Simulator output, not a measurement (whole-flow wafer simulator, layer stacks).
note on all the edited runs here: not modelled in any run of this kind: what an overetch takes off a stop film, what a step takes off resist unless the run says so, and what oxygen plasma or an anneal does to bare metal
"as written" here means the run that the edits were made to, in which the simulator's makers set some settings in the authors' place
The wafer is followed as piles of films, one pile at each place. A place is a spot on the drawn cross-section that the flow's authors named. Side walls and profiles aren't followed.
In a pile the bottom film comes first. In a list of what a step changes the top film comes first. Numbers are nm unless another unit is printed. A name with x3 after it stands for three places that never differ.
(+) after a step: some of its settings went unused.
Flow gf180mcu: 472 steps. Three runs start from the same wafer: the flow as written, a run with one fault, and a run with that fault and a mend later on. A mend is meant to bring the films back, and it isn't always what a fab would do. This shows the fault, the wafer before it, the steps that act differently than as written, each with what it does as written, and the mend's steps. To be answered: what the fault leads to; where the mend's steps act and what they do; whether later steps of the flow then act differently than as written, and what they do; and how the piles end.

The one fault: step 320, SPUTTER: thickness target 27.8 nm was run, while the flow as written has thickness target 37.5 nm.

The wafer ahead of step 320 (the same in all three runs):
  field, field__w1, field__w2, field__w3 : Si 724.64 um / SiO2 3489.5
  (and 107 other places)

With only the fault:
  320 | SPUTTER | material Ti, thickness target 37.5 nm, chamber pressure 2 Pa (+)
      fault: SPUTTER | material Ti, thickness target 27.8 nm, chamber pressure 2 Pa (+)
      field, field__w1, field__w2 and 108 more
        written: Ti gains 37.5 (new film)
        fault: Ti gains 27.8 (new film)
  Steps further on in the flow that do not act as written:
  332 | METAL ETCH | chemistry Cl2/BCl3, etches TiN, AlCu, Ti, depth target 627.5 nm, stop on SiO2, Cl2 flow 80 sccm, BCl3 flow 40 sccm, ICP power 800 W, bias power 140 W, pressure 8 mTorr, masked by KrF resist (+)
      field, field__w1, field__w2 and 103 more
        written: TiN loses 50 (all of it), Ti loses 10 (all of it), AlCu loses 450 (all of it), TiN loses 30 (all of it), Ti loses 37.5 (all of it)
        fault: TiN loses 50 (all of it), Ti loses 10 (all of it), AlCu loses 450 (all of it), TiN loses 30 (all of it), Ti loses 27.8 (all of it)
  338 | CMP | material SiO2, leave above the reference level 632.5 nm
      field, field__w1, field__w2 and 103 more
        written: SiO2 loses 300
        fault: SiO2 loses 309.7
  At field__w8, contact, m1, m1__w1, m1_nw, the piles at the end differ from the flow's by more than 2% or 0.5 nm, whichever is larger.
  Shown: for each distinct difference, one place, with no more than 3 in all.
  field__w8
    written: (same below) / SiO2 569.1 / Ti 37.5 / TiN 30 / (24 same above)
    fault: (same below) / SiO2 569.1 / Ti 27.8 / TiN 30 / (24 same above)
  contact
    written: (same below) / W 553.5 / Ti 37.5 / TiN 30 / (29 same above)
    fault: (same below) / W 553.5 / Ti 27.8 / TiN 30 / (29 same above)

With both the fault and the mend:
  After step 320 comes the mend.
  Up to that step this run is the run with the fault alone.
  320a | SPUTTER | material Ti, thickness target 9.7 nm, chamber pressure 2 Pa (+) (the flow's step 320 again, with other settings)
      field, field__w1, field__w2 and 108 more
        Ti gains 9.7
  None of the later steps of the flow acts differently than as written at any place that is followed.
  By the end, the piles equal the flow's at every place that both follow.
